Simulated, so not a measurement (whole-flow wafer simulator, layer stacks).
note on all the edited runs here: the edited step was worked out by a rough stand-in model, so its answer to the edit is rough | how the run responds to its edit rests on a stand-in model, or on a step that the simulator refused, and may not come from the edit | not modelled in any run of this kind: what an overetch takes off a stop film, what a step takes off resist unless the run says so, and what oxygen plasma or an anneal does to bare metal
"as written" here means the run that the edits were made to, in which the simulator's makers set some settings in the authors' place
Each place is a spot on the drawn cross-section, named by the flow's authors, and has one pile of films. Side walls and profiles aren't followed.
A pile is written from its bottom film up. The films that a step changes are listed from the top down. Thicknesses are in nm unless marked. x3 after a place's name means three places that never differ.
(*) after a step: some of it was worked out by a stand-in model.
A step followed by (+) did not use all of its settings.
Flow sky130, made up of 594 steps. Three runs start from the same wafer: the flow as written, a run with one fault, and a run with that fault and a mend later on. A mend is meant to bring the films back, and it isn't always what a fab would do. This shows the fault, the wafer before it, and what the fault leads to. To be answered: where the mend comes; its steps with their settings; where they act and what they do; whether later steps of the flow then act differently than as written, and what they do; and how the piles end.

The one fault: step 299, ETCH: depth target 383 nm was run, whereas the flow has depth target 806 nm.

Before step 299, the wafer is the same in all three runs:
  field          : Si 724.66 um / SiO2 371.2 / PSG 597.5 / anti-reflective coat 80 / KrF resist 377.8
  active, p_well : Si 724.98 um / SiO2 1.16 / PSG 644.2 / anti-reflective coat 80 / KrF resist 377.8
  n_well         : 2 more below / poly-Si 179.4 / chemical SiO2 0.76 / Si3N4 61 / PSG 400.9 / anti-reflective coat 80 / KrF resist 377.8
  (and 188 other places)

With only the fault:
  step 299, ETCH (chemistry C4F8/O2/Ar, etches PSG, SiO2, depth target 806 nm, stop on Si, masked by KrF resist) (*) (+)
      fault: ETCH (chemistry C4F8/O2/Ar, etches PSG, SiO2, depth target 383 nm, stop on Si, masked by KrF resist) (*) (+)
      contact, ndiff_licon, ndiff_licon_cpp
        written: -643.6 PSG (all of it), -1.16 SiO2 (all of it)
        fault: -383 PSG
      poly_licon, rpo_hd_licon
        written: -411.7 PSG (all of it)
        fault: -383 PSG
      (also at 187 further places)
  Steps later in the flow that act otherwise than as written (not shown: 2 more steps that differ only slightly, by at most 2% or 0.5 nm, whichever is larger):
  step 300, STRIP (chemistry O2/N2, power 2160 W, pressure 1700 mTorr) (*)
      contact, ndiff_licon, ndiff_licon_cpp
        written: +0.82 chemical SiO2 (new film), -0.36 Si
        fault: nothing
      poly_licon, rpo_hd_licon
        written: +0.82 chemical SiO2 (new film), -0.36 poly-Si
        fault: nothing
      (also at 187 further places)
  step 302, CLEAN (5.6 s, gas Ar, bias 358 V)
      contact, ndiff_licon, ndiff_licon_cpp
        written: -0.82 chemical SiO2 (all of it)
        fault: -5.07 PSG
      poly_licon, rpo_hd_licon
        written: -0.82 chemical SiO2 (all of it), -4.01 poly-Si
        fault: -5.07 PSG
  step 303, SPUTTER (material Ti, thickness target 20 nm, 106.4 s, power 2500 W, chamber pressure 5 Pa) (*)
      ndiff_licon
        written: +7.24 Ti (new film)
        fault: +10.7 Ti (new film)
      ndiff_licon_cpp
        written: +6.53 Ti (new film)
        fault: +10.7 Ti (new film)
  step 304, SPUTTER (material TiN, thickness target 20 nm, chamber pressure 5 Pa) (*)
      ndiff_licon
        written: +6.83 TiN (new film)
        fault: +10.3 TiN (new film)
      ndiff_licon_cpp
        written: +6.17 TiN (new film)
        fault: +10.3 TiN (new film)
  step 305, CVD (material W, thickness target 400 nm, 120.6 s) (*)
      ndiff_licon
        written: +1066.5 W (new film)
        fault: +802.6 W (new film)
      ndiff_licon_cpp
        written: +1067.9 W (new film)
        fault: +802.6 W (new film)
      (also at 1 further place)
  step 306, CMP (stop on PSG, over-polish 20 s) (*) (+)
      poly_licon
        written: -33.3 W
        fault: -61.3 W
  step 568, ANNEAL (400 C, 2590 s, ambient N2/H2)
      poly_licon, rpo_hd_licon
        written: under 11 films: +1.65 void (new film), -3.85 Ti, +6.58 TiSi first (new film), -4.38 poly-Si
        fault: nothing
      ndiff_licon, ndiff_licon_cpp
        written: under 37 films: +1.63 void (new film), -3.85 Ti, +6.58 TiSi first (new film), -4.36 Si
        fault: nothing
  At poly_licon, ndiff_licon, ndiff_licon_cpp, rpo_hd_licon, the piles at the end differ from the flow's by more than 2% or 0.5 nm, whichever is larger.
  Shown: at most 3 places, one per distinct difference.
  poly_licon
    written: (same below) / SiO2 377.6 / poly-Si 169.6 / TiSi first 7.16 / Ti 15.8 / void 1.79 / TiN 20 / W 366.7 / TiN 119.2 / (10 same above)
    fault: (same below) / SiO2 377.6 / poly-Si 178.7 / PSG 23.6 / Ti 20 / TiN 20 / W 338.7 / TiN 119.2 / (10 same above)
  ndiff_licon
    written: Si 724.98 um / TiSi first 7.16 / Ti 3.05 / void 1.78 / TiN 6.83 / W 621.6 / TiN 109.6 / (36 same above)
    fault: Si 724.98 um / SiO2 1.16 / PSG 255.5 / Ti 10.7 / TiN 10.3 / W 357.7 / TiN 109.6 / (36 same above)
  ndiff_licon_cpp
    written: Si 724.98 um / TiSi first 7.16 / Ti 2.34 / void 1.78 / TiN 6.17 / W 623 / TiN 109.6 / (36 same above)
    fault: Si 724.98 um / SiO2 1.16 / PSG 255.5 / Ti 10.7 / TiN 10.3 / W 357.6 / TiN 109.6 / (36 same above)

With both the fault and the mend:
  The mend follows step 299.
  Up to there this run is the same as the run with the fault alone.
  step 299a, ETCH (chemistry C4F8/O2/Ar, etches PSG, SiO2, depth target 423 nm, stop on Si, masked by KrF resist) (*) (+) (a further turn of the flow's step 299, with different settings)
      field, active, n_well and 184 more
        -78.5 KrF resist
      contact, ndiff_licon, ndiff_licon_cpp
        -260.6 PSG (all of it), -1.16 SiO2 (all of it)
      poly_licon, rpo_hd_licon
        -28.7 PSG (all of it)
  Steps later in the flow that act otherwise than as written (not shown: 2 more steps that differ only slightly, by at most 2% or 0.5 nm, whichever is larger):
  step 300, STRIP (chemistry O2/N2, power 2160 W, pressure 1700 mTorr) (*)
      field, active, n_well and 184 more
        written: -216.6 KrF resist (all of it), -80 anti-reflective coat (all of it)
        mend: -222.7 KrF resist (all of it), -80 anti-reflective coat (all of it)
  At the end the piles are close to the flow's at the places that both follow, differing by at most 2% or 0.5 nm, whichever is larger.
